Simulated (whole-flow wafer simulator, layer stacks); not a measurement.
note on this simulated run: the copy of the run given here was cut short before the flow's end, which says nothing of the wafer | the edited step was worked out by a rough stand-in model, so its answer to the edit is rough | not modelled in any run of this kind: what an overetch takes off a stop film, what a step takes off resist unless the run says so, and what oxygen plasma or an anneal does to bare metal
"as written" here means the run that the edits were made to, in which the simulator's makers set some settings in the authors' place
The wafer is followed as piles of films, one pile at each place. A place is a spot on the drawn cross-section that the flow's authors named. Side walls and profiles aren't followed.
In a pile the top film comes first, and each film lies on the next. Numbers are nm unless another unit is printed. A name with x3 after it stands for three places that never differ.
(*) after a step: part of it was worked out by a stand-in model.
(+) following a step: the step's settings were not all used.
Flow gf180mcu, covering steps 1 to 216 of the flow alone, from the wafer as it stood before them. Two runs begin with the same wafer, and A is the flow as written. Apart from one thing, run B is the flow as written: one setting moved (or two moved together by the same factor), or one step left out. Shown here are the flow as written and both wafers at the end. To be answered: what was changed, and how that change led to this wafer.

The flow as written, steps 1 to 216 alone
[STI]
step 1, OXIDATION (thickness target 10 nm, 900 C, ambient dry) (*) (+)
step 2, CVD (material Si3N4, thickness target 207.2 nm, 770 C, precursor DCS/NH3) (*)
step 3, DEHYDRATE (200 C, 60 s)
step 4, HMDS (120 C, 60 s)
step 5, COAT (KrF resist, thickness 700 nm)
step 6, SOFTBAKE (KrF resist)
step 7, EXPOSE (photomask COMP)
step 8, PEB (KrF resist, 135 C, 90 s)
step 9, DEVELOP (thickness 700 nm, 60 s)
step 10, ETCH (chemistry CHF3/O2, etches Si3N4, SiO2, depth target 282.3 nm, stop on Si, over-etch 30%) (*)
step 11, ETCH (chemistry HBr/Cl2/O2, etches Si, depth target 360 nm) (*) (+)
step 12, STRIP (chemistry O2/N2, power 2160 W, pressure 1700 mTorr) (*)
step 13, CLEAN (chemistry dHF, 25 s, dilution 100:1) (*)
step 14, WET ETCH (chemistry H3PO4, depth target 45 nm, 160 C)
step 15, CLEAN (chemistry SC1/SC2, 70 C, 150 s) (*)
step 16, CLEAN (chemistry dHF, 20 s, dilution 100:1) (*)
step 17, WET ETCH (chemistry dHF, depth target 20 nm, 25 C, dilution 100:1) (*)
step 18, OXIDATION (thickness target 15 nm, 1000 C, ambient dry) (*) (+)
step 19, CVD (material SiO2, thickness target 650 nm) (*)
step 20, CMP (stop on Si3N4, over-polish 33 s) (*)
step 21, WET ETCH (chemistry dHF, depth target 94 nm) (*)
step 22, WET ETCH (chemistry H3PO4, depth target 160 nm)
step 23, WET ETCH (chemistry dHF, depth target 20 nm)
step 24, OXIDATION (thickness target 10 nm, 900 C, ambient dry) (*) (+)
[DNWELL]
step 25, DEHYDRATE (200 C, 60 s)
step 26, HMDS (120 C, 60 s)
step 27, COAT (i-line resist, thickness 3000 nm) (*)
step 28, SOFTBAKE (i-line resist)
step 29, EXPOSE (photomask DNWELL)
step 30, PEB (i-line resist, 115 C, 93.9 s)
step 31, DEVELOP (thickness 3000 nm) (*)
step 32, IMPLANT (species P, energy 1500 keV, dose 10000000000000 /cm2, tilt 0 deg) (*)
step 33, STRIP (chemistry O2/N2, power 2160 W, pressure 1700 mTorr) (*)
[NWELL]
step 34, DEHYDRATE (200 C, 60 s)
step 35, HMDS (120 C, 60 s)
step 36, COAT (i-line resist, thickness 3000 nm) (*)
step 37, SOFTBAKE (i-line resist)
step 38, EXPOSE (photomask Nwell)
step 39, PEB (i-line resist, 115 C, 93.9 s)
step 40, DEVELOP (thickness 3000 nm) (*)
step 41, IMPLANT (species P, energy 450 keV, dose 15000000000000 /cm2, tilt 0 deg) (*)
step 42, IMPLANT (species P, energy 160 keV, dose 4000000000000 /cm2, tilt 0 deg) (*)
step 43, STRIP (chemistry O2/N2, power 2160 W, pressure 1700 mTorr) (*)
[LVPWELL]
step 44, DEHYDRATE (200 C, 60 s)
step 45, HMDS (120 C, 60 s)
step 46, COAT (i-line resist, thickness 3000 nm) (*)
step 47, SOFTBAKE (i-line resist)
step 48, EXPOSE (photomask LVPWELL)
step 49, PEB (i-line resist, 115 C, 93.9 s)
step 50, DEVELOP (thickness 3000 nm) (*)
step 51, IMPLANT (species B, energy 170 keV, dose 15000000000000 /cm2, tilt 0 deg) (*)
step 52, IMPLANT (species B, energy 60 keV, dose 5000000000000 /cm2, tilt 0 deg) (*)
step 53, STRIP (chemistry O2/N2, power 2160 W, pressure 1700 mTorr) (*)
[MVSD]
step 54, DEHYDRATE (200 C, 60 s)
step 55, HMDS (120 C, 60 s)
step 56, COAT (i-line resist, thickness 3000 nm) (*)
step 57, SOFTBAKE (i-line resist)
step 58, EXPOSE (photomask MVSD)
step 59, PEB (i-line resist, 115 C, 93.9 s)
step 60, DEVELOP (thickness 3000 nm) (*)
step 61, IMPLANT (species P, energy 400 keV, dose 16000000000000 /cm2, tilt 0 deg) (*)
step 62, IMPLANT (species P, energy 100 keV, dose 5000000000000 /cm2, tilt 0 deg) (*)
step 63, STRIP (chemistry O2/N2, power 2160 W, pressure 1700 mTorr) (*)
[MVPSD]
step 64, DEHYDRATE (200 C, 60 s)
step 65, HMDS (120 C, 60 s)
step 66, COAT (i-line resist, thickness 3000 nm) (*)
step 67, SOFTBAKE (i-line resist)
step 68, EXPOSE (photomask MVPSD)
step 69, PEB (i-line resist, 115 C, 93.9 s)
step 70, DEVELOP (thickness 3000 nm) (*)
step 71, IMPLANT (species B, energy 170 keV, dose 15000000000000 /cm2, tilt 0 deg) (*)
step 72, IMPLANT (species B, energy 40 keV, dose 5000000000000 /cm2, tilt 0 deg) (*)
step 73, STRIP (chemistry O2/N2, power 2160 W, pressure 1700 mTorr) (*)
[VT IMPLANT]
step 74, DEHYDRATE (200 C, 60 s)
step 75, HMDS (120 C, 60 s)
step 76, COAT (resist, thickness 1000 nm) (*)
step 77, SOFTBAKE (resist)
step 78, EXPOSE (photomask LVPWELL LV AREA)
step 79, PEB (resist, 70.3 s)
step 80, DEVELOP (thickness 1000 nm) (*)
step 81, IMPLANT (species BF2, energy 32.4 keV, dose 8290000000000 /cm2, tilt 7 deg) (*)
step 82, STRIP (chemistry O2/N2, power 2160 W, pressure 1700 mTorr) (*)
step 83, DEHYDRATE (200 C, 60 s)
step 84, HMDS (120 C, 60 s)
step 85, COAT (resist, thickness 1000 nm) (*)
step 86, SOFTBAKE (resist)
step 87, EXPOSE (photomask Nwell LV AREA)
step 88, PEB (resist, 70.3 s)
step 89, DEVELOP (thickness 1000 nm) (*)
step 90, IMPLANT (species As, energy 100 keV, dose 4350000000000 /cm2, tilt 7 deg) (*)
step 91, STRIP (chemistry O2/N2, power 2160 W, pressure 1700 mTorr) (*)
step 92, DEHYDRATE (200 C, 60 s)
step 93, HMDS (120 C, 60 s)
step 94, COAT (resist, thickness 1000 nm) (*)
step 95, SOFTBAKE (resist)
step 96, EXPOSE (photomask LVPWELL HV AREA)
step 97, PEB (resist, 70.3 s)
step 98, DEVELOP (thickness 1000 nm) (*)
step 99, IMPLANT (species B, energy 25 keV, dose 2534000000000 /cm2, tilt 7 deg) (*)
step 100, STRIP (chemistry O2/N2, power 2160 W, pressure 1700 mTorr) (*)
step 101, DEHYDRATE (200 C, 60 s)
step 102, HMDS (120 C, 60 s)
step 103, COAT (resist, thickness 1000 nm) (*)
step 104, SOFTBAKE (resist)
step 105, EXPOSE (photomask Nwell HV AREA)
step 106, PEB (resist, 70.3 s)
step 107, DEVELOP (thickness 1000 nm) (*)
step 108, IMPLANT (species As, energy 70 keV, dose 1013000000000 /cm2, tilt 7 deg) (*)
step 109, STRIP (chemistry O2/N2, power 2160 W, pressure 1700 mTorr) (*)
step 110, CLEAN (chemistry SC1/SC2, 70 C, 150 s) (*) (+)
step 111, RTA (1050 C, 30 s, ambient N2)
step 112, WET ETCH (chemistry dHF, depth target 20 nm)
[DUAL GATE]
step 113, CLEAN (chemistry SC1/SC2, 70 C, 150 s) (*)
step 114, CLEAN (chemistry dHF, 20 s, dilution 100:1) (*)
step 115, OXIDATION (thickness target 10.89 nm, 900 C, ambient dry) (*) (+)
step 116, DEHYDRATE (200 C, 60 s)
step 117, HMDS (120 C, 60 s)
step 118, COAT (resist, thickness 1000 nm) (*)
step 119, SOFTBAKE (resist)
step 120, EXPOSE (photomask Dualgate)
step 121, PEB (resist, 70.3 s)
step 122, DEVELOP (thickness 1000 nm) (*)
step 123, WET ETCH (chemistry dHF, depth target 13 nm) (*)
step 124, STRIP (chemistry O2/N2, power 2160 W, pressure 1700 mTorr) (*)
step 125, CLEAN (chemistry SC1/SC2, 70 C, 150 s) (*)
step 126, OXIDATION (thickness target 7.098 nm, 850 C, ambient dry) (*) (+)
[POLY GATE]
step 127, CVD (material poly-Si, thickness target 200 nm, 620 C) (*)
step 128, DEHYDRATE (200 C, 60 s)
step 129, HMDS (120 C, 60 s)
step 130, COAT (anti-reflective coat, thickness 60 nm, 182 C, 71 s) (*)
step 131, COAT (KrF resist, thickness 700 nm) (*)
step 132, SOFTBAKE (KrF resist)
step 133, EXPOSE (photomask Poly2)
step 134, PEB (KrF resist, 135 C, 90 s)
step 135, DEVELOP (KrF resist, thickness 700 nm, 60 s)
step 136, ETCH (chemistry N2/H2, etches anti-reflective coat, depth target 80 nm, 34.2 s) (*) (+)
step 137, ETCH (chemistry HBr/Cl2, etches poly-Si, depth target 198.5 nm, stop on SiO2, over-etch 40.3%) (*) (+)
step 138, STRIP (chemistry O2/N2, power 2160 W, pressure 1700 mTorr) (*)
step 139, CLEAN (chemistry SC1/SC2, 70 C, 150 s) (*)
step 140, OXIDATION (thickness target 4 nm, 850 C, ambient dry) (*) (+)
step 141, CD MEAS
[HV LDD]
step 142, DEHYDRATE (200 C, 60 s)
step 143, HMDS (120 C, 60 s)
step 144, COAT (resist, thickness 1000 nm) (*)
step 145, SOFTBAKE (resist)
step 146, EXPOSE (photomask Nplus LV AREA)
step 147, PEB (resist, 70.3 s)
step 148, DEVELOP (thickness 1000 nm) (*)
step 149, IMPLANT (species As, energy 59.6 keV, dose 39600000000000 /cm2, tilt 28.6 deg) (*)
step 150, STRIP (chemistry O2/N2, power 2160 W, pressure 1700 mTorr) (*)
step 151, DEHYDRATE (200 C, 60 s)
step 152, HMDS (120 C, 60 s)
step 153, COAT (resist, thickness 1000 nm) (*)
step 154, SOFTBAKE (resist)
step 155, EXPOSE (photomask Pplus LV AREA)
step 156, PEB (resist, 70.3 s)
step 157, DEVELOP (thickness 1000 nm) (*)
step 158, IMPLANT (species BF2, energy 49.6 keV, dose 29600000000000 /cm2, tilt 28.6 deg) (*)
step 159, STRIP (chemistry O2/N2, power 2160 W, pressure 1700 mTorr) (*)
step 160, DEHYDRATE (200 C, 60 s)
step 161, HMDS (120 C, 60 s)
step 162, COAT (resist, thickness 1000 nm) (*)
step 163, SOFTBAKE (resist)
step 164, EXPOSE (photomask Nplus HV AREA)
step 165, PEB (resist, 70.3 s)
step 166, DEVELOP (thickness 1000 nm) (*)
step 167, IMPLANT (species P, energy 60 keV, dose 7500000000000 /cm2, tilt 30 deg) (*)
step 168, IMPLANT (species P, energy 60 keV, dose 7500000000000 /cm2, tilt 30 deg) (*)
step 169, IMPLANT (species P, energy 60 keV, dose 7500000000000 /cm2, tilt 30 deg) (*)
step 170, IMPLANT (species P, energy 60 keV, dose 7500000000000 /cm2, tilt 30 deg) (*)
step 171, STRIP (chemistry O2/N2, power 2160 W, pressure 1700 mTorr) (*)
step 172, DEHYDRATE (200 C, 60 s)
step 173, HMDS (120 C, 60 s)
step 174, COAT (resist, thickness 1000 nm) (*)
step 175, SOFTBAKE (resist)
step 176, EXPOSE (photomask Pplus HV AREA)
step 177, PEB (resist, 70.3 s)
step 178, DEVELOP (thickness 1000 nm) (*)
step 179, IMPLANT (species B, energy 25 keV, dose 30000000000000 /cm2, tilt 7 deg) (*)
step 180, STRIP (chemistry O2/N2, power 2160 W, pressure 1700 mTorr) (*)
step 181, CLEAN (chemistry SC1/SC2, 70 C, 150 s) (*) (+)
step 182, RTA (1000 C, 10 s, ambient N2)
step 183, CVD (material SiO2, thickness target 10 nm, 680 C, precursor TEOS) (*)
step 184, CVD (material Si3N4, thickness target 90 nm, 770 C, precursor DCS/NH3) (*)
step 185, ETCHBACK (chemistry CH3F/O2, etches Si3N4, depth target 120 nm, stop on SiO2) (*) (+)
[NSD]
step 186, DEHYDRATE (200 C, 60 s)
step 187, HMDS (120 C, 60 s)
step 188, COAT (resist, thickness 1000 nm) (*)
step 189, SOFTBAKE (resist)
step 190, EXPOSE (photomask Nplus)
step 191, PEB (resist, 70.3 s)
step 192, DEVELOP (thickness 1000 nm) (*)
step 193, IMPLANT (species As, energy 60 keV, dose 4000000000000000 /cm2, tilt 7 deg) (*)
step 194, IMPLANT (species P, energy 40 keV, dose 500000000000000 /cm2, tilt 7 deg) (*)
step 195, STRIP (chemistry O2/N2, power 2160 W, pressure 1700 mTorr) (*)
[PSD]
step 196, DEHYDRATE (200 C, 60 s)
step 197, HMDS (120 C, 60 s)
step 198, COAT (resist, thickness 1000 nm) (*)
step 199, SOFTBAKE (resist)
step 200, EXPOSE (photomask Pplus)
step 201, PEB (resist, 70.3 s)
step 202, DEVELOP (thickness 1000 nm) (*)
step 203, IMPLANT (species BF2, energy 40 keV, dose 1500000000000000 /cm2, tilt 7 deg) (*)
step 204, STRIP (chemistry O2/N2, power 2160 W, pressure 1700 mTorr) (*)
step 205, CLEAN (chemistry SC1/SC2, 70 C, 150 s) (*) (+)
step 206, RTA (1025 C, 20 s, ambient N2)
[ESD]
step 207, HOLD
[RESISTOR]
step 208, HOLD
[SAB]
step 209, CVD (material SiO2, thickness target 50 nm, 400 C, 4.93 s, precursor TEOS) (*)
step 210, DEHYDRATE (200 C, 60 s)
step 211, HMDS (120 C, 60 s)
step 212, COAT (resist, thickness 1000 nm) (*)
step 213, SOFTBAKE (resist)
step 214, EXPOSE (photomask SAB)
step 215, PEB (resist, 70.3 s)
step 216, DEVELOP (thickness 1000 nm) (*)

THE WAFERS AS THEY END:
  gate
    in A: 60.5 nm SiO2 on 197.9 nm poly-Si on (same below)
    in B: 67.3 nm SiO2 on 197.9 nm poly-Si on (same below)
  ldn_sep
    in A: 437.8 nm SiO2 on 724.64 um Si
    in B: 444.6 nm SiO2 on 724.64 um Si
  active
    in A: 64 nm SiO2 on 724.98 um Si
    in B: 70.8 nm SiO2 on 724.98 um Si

Cause: step 209, CVD: thickness target 57 nm was run, whereas the flow has thickness target 50 nm; step 209, CVD: 5.62 s was run, where the flow has 4.93 s.

The path from the change to this, step by step:
  step 209, CVD (material SiO2, thickness target 50 nm, 400 C, 4.93 s, precursor TEOS) (*)
      field, field__w7, field__w8 and 73 more: A SiO2 gains 50 | B SiO2 gains 56.8
      field_sub__w1, field_sub__w3, field_sub__w4, field_sub__w5, ld_drift_n, nplus_u: A SiO2 gains 48.9 | B SiO2 gains 55.6
      (also at 27 further places)
